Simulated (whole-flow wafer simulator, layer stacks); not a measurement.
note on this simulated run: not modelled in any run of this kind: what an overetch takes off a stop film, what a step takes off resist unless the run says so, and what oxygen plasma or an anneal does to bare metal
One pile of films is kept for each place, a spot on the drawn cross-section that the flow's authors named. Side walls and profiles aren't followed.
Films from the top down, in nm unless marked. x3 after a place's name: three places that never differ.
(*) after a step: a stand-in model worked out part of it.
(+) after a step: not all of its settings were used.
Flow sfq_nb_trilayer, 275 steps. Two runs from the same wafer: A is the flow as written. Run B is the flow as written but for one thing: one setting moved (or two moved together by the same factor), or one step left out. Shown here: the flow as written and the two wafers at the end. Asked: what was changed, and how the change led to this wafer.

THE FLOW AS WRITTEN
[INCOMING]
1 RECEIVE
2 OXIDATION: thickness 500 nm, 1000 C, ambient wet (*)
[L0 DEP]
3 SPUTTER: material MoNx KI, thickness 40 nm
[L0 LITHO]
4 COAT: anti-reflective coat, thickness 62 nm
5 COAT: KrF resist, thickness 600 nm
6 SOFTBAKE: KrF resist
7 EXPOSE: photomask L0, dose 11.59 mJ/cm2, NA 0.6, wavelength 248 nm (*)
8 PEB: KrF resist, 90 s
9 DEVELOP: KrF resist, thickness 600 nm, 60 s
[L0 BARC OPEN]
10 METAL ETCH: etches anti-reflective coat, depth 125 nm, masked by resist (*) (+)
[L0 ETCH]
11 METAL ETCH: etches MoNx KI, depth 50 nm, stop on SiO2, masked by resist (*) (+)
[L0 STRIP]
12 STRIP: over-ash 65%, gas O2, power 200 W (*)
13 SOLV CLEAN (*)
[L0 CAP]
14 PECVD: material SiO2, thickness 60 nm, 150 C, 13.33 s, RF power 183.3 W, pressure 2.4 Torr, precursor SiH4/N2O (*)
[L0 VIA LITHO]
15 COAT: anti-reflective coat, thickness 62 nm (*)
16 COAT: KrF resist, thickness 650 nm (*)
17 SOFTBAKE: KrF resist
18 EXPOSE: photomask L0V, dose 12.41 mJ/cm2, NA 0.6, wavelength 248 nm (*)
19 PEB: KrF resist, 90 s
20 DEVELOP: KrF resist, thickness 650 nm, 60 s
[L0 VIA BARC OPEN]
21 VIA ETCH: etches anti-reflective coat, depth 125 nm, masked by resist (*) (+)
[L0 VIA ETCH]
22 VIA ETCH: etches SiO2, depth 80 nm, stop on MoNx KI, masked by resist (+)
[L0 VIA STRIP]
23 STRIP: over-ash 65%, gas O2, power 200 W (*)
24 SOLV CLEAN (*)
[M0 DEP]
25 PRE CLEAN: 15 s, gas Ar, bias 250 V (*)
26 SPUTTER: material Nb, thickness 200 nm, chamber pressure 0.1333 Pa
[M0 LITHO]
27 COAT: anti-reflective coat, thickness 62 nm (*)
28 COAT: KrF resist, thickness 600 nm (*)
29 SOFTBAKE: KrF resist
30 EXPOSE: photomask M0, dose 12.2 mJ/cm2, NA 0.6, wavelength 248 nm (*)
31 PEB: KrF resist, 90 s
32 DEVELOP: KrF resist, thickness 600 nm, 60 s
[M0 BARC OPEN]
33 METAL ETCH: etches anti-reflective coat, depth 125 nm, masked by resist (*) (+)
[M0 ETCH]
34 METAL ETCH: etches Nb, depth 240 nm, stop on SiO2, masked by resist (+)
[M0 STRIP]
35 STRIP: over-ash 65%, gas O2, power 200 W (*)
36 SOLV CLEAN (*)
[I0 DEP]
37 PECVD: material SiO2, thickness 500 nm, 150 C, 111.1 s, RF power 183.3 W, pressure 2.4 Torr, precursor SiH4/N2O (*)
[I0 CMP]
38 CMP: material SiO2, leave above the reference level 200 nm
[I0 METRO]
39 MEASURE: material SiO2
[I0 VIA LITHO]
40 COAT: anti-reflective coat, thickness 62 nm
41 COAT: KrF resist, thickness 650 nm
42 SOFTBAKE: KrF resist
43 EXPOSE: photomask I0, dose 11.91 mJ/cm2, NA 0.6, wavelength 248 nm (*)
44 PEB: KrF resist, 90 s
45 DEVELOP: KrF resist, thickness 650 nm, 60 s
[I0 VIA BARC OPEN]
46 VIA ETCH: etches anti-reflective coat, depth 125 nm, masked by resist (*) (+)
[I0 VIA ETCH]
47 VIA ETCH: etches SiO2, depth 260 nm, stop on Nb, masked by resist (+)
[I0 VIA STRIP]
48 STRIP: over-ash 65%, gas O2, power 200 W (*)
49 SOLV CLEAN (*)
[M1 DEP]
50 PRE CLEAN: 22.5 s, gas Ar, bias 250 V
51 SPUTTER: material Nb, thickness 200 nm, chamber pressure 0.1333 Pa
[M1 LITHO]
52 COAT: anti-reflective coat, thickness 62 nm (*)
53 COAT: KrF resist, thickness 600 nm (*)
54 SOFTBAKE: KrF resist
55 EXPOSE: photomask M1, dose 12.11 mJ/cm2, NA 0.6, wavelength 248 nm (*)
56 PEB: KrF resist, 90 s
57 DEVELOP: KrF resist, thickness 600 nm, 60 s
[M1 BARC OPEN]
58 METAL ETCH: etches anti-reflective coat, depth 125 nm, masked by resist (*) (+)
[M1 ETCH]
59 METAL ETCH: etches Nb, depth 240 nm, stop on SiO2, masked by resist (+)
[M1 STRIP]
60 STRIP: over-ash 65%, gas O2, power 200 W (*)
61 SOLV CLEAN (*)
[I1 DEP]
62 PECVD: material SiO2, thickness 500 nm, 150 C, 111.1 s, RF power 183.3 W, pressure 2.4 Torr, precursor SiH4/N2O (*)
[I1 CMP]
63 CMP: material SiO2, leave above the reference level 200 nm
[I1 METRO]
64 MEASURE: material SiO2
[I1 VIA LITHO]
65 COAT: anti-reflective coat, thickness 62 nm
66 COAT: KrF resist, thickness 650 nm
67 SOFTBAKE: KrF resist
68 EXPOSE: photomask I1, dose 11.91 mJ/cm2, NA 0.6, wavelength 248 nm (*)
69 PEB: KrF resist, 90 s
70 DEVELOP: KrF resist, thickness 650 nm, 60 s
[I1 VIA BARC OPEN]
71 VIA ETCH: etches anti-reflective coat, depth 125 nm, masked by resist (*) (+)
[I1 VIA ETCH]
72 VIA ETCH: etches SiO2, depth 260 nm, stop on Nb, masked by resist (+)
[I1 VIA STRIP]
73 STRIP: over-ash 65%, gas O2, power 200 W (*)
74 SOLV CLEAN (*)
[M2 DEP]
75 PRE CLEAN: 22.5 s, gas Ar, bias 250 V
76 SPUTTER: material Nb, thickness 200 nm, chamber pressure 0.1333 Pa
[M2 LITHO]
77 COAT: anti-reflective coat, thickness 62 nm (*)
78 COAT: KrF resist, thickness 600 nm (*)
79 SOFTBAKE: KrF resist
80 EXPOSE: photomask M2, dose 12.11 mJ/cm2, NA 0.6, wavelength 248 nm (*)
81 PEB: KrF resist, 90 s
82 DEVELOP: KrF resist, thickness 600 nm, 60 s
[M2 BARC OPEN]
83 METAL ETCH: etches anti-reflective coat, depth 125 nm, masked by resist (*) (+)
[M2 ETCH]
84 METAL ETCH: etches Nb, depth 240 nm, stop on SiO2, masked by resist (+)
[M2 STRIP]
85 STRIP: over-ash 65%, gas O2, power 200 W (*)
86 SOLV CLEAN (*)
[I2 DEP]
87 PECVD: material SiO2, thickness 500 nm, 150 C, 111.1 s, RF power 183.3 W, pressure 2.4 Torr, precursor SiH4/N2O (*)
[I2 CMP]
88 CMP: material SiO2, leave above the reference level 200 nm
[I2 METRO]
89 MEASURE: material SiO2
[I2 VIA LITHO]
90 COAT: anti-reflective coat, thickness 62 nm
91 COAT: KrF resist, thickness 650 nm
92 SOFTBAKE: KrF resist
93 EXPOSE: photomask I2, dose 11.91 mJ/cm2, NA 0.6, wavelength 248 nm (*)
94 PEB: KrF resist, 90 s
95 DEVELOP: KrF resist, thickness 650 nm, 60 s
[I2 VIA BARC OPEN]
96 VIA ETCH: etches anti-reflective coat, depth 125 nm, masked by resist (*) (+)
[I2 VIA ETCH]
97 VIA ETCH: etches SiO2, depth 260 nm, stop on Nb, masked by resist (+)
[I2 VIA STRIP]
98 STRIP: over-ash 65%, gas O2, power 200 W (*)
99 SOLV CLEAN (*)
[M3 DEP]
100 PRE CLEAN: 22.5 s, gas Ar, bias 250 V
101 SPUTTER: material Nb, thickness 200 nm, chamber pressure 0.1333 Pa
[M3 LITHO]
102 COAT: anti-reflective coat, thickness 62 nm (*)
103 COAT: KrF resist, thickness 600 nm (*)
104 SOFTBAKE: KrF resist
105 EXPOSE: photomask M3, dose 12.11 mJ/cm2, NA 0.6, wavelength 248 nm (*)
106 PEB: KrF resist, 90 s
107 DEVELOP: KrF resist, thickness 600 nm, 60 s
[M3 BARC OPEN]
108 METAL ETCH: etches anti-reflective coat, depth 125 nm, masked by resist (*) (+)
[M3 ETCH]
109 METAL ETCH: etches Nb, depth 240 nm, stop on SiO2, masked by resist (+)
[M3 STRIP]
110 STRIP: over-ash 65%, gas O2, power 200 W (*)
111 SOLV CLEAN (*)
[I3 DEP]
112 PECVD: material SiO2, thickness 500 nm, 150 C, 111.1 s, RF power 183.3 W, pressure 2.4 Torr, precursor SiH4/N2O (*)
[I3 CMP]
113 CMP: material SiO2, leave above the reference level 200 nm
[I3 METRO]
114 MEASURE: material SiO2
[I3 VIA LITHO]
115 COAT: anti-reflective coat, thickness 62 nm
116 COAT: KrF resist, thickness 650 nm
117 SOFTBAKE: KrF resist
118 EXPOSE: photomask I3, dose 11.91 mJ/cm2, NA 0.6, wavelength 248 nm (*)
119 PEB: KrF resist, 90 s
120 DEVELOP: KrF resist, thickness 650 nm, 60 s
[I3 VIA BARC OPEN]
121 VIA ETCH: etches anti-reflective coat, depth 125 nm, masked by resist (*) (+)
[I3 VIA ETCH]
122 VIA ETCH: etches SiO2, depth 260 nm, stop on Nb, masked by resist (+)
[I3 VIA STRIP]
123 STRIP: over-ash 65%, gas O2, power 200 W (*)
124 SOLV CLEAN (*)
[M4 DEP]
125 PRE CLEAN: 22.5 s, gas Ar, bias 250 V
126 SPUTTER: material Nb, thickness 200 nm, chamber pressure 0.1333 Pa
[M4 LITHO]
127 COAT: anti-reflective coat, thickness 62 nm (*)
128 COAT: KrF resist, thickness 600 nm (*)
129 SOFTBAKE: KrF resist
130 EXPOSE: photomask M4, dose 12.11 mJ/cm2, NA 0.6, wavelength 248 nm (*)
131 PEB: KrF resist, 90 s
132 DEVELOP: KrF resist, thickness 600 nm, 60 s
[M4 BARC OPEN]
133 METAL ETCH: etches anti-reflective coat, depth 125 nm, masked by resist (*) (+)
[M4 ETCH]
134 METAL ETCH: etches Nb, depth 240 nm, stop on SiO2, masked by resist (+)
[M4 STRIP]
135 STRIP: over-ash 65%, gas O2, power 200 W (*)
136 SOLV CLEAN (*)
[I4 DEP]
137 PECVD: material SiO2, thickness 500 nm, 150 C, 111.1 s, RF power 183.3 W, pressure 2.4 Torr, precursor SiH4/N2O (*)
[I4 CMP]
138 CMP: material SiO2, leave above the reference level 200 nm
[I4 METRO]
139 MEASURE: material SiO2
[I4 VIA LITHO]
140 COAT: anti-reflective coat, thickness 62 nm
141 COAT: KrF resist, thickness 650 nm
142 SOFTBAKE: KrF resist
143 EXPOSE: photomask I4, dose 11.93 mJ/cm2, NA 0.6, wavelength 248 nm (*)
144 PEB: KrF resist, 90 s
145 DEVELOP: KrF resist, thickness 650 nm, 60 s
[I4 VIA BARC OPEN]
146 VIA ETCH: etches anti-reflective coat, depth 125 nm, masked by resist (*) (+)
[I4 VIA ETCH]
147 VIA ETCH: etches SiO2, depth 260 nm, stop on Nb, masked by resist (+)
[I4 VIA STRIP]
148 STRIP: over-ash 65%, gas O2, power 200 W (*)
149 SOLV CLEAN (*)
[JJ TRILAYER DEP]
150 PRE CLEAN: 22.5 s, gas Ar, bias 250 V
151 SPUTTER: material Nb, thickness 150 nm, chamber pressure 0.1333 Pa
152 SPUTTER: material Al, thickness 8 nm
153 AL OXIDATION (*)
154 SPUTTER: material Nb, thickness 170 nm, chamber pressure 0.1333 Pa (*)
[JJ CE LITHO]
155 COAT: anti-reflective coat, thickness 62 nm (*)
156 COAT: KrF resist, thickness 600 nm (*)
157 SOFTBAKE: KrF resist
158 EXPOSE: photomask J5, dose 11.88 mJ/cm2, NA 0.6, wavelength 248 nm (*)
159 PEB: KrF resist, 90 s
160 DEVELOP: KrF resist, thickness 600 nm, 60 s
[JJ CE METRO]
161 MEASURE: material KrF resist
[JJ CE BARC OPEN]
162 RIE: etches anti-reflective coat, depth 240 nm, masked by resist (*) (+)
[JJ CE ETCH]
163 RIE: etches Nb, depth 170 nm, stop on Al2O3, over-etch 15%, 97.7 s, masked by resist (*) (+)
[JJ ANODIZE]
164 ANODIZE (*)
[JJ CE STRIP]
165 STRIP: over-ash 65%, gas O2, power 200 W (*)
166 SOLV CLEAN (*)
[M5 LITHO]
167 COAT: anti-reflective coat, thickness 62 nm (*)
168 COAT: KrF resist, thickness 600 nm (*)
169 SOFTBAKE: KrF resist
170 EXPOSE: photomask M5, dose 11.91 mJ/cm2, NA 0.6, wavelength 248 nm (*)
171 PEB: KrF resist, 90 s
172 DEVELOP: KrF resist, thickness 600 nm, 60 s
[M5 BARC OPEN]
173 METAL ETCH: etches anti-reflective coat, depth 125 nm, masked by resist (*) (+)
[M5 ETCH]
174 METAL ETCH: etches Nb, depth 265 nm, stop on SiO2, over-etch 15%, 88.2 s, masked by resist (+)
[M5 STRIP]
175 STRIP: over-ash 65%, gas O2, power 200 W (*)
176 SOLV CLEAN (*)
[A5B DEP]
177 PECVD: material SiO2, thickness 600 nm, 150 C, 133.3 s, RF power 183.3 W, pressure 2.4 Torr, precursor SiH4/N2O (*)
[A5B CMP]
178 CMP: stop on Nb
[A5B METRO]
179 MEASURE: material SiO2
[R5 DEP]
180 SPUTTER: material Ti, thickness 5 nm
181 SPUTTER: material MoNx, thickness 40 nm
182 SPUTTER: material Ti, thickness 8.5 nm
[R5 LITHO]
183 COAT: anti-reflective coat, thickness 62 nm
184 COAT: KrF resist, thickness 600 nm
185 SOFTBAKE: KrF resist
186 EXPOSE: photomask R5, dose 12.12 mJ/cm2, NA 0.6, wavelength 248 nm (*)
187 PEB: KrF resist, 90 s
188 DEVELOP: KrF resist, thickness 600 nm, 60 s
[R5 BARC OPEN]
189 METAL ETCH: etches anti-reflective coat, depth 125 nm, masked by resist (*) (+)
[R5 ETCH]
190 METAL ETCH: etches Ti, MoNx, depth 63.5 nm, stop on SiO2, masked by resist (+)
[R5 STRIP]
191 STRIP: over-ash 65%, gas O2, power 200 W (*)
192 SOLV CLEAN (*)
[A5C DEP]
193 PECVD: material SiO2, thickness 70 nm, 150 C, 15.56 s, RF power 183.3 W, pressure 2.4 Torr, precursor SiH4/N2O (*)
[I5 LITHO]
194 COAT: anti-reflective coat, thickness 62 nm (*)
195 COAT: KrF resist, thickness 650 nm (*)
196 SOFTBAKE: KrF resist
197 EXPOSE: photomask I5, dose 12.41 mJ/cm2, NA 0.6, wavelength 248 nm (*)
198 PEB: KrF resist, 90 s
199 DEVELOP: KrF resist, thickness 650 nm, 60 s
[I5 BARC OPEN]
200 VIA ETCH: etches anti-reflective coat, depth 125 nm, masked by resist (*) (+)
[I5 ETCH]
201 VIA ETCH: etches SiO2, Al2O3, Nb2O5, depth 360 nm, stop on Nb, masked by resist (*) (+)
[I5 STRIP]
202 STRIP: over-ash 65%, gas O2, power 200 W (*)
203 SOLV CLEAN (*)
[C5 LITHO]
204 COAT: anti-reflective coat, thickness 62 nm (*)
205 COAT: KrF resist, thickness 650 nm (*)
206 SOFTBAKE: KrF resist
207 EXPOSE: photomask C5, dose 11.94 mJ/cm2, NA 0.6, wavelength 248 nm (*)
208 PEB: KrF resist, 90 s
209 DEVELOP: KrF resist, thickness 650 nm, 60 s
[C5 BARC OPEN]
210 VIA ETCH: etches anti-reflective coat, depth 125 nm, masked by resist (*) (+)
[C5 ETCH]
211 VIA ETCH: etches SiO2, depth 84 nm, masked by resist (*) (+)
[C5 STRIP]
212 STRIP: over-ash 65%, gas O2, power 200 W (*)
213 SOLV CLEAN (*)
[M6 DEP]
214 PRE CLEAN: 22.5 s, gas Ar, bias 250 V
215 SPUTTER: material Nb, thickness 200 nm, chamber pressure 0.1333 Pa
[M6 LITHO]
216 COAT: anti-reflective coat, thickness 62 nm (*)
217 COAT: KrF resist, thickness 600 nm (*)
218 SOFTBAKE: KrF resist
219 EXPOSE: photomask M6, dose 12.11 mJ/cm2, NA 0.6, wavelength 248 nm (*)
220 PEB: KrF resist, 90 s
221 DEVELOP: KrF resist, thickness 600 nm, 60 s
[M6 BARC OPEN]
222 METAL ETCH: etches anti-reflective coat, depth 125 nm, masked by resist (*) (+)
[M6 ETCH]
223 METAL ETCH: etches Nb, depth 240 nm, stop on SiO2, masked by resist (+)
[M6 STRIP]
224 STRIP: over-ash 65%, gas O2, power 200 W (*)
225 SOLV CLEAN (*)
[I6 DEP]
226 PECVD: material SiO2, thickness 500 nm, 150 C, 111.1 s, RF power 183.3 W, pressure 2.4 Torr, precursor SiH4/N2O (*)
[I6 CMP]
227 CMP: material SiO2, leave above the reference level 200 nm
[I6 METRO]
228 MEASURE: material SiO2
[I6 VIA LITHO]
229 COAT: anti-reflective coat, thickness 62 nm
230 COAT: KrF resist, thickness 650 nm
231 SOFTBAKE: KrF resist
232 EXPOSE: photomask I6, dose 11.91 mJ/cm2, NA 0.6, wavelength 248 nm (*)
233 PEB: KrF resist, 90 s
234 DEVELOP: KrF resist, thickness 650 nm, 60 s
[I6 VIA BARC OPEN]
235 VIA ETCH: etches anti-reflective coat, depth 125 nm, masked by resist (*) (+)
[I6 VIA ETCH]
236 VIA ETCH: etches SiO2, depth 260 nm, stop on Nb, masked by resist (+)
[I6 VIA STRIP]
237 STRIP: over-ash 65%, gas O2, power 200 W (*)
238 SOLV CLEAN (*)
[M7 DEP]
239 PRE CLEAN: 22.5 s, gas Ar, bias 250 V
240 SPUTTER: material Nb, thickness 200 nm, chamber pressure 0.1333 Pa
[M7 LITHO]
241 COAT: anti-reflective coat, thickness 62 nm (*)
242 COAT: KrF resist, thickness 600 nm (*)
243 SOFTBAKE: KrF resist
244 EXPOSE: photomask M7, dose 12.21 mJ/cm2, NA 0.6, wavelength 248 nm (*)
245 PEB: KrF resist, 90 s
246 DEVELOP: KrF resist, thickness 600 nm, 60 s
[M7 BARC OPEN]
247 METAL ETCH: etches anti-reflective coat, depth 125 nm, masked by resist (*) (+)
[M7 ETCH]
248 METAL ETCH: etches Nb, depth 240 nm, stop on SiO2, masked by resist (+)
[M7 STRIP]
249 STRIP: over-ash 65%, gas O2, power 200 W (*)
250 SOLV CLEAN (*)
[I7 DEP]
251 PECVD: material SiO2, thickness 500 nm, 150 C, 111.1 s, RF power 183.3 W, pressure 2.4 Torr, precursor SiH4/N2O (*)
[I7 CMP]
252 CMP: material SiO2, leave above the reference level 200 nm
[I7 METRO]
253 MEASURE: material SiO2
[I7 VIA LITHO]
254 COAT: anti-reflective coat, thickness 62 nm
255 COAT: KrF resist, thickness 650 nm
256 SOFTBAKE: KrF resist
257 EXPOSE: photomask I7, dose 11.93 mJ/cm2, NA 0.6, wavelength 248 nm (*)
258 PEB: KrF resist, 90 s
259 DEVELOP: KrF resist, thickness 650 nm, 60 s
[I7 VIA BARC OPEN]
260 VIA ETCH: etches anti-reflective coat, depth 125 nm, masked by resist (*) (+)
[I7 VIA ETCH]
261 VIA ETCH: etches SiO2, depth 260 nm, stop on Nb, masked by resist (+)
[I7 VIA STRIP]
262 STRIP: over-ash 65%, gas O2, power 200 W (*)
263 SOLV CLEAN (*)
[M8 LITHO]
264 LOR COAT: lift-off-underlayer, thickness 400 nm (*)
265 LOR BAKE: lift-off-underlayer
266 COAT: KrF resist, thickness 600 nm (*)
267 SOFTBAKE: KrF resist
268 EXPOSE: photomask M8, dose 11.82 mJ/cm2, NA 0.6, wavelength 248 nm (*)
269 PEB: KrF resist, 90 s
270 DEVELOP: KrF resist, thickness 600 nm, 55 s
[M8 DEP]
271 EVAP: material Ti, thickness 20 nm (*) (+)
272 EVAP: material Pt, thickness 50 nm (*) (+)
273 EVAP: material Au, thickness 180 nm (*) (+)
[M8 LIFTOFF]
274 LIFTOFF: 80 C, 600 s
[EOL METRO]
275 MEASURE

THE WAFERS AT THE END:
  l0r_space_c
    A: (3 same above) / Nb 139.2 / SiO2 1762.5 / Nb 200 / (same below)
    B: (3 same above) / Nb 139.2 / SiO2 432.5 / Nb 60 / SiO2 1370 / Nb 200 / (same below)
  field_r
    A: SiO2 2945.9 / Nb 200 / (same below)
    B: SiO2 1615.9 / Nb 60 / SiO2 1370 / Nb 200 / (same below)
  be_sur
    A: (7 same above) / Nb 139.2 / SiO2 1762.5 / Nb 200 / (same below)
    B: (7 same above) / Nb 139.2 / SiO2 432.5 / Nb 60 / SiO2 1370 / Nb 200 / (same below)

The cause: step 126, SPUTTER: thickness 300 nm was run, where the flow has thickness 200 nm.

How the change led to this, step by step:
  126 SPUTTER: material Nb, thickness 200 nm, chamber pressure 0.1333 Pa
      field_l, v_sur, via_wl and 102 more: A Nb +200 (new film) | B Nb +300 (new film)
      via_v: A Nb +165.5 | B Nb +249.8
  134 METAL ETCH: etches Nb, depth 240 nm, stop on SiO2, masked by resist (+)
      field_l, be, be_sur and 64 more: A Nb -200 (all of it) | B Nb -240
  135 STRIP: over-ash 65%, gas O2, power 200 W (*)
      via_v: A KrF resist -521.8 (all of it), anti-reflective coat -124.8 (all of it) | B KrF resist -532.9 (all of it), anti-reflective coat -127.1 (all of it)
  137 PECVD: material SiO2, thickness 500 nm, 150 C, 111.1 s, RF power 183.3 W, pressure 2.4 Torr, precursor SiH4/N2O (*)
      field_l, be, be_sur and 55 more: A SiO2 +500 | B SiO2 +500 (new film)
      p3_s0 x6: A SiO2 +557.1 | B SiO2 +597.1 (new film)
      (and at 3 more places)
  138 CMP: material SiO2, leave above the reference level 200 nm
      field_l, be, be_sur and 55 more: A SiO2 -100 | B SiO2 -60
      lsp_r, l0_sur, l0v: A SiO2 -91.9 | B SiO2 -50.3
      (and at 1 more place)
Counting metal films that touch as one body, l0r_space_c has 3 bodies (between them, from the top down: SiO2 432.5; SiO2 1370); the flow as written gives 2 bodies (between them, from the top down: SiO2 1762.5).
Counting metal films that touch as one body, field_r has 2 bodies (between them, from the top down: SiO2 1370); the flow as written gives 1 body.
Counting metal films that touch as one body, be_sur has 5 bodies (between them, from the top down: SiO2 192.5; SiO2 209 / Al2O3 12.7 / Nb2O5 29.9; SiO2 432.5; SiO2 1370); the flow as written gives 4 bodies (between them, from the top down: SiO2 192.5; SiO2 209 / Al2O3 12.7 / Nb2O5 29.9; SiO2 1762.5).
